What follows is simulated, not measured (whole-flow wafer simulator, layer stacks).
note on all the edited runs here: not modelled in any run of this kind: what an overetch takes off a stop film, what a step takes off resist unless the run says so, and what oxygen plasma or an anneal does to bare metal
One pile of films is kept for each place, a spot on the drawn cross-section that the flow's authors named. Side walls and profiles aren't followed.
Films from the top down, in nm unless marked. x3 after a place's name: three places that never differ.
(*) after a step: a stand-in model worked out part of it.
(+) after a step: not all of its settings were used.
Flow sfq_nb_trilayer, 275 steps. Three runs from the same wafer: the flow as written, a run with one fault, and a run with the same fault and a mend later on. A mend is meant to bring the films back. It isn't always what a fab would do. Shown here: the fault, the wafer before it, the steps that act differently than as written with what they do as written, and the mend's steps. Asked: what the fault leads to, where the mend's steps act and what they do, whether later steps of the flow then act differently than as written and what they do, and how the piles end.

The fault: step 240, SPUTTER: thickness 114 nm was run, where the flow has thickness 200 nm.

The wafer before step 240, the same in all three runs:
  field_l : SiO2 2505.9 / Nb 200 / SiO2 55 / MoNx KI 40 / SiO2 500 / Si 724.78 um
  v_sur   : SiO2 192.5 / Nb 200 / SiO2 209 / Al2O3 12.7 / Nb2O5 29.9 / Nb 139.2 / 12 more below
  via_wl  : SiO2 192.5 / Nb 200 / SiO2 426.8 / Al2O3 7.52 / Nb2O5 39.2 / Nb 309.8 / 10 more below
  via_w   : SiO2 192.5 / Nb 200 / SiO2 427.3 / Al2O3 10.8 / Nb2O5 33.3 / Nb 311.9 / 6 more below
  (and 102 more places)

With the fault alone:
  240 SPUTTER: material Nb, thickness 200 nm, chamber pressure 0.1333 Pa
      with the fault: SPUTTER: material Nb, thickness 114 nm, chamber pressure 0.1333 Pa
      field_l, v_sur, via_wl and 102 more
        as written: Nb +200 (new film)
        with the fault: Nb +114 (new film)
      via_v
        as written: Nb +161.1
        with the fault: Nb +91.7
  Later steps of the flow that act differently than as written (3 more steps differ only slightly, by at most 2% or 0.5 nm, whichever is larger, and aren't shown):
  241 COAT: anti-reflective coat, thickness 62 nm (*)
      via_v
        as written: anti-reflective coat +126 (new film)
        with the fault: anti-reflective coat +121.1 (new film)
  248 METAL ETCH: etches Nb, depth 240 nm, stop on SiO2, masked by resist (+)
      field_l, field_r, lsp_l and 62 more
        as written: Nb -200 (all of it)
        with the fault: Nb -114 (all of it)
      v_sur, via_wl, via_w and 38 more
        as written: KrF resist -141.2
        with the fault: KrF resist -100.6
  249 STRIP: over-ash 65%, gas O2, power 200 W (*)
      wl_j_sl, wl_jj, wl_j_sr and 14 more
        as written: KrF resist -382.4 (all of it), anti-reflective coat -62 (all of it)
        with the fault: KrF resist -423 (all of it), anti-reflective coat -62 (all of it)
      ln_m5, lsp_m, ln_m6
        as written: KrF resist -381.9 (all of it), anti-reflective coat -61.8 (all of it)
        with the fault: KrF resist -422.5 (all of it), anti-reflective coat -61.8 (all of it)
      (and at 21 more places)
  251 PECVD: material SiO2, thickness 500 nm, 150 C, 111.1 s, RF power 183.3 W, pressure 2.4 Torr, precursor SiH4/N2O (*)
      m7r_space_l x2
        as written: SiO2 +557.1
        with the fault: SiO2 +500
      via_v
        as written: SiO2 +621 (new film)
        with the fault: SiO2 +595 (new film)
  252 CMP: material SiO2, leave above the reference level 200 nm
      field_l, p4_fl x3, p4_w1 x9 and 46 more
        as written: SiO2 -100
        with the fault: SiO2 -186
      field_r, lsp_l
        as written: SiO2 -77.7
        with the fault: SiO2 -173.3
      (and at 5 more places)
  At the end the piles differ from the flow's by more than 2% or 0.5 nm, whichever is larger, at field_l, v_sur, via_wl and 103 more.
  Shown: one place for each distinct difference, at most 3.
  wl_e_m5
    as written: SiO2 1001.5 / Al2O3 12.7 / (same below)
    with the fault: SiO2 915.5 / Al2O3 12.7 / (same below)
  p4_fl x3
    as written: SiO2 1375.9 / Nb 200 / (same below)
    with the fault: SiO2 1289.9 / Nb 200 / (same below)
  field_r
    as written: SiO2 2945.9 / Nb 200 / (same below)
    with the fault: SiO2 2859.9 / Nb 200 / (same below)

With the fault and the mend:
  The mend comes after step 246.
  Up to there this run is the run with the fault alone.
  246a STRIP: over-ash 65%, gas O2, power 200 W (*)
      p4_fl x3, p4_w1 x9, p4_g1 x2 and 46 more
        anti-reflective coat -62 (all of it)
      wl_j_sl, wl_jj, wl_j_sr and 14 more
        KrF resist -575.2 (all of it), anti-reflective coat -62 (all of it)
      field_r, lsp_l, l0_sur, l0v
        anti-reflective coat -61.8 (all of it)
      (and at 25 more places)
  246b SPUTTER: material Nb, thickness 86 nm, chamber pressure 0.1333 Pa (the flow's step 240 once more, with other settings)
      field_l, v_sur, via_wl and 102 more
        Nb +86
      via_v
        Nb +66.2
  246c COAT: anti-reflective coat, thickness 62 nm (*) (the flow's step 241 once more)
      p4_fl x3, p4_w1 x9, p4_g1 x2 and 63 more
        anti-reflective coat +62 (new film)
      moat, field_r, lsp_l and 6 more
        anti-reflective coat +61.8 (new film)
      be_r, r_sur, res, r_end
        anti-reflective coat +61.7 (new film)
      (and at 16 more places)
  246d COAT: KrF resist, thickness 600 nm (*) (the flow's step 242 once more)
      p4_fl x3, p4_w1 x9, p4_g1 x2 and 63 more
        KrF resist +600 (new film)
      field_r, lsp_l, ln_m5, lsp_m, ln_m6, l0v
        KrF resist +599.5 (new film)
      r_end, moat
        KrF resist +599.4 (new film)
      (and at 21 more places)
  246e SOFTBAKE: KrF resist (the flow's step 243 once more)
      changes no film at any place that is followed
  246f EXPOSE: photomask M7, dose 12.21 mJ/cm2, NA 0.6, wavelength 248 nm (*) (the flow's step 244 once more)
      changes no film at any place that is followed
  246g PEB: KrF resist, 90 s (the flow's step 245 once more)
      field_l, v_sur, via_wl and 97 more
        KrF resist -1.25
      via_w, via_wr, wire, be
        KrF resist -1.24
      via_sp
        KrF resist -1.23
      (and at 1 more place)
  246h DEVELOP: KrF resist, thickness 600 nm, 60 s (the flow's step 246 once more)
      p4_fl x3, p4_w1 x9, p4_g1 x2 and 46 more
        KrF resist -598.7 (all of it)
      v_sur, via_wl, via_w and 38 more
        KrF resist -23.5
      field_r, lsp_l
        KrF resist -598.2 (all of it)
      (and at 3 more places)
  No later step of the flow acts differently than as written, at any place that is followed, by more than 2% or 0.5 nm, whichever is larger.
  At the end the piles differ from the flow's only slightly at the places that both follow, by at most 2% or 0.5 nm, whichever is larger.
